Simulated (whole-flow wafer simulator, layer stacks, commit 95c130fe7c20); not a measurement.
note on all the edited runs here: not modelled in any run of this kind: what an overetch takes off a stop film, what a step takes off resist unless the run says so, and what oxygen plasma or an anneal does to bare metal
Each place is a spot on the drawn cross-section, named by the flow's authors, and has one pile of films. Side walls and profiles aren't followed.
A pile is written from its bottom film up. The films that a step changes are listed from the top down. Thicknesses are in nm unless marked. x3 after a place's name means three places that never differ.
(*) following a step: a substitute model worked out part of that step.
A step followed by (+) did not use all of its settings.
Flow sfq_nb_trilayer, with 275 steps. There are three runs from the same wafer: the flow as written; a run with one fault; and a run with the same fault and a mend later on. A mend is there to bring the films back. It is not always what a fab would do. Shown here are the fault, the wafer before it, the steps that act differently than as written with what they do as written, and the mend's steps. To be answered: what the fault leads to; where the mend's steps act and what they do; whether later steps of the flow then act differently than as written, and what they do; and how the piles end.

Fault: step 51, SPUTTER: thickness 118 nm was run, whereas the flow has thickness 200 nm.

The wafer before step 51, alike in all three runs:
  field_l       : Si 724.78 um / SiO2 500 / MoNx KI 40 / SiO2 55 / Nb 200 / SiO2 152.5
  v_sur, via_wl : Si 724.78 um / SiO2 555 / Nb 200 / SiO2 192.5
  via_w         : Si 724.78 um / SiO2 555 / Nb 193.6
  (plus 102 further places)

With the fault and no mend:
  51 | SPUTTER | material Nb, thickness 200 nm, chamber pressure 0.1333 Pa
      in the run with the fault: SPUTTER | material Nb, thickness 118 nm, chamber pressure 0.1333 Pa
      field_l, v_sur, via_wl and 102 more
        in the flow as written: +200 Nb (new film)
        in the run with the fault: +118 Nb (new film)
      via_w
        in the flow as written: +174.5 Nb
        in the run with the fault: +103.8 Nb
  Later steps of the flow acting differently than as written (not shown: 3 more steps that differ only slightly, by at most 2% or 0.5 nm, whichever is larger):
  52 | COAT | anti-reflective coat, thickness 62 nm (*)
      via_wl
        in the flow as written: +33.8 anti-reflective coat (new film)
        in the run with the fault: +33.1 anti-reflective coat (new film)
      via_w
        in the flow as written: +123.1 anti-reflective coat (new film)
        in the run with the fault: +119.4 anti-reflective coat (new film)
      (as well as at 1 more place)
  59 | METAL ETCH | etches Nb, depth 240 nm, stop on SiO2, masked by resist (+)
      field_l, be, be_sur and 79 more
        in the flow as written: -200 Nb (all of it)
        in the run with the fault: -118 Nb (all of it)
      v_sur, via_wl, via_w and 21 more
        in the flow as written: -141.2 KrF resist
        in the run with the fault: -104.1 KrF resist
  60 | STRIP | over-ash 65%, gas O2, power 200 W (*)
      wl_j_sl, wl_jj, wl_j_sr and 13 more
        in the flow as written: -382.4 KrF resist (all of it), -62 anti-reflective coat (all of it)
        in the run with the fault: -419.4 KrF resist (all of it), -62 anti-reflective coat (all of it)
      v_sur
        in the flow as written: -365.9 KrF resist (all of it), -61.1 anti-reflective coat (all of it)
        in the run with the fault: -403.6 KrF resist (all of it), -60.9 anti-reflective coat (all of it)
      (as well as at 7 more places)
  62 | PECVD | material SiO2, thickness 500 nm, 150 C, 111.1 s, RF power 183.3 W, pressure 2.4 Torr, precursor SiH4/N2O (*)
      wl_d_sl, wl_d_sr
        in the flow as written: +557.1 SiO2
        in the run with the fault: +500 SiO2
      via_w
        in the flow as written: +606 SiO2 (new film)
        in the run with the fault: +585.9 SiO2 (new film)
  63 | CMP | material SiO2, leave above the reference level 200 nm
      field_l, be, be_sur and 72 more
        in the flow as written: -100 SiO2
        in the run with the fault: -182 SiO2
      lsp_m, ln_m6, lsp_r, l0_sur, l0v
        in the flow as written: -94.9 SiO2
        in the run with the fault: -182 SiO2
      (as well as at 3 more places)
  At field_l, v_sur, via_wl and 103 more, the piles at the end differ from the flow's by more than 2% or 0.5 nm, whichever is larger.
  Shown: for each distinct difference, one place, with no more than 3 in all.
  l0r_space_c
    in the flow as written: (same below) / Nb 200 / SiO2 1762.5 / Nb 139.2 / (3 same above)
    in the run with the fault: (same below) / Nb 200 / SiO2 1680.5 / Nb 139.2 / (3 same above)
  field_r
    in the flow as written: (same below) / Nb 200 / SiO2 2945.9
    in the run with the fault: (same below) / Nb 200 / SiO2 2863.9
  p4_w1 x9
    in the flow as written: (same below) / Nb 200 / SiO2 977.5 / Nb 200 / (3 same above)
    in the run with the fault: (same below) / Nb 200 / SiO2 895.5 / Nb 200 / (3 same above)

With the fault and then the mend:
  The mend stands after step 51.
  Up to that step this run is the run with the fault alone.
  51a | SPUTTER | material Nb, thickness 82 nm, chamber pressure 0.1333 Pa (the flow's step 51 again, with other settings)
      field_l, v_sur, via_wl and 102 more
        +82 Nb
      via_w
        +66.5 Nb
  Later steps of the flow that are run all act as written at every place that is followed, up to a difference of at most 2% or 0.5 nm, whichever is larger.
  At the end the piles are close to the flow's at the places that both follow, differing by at most 2% or 0.5 nm, whichever is larger.
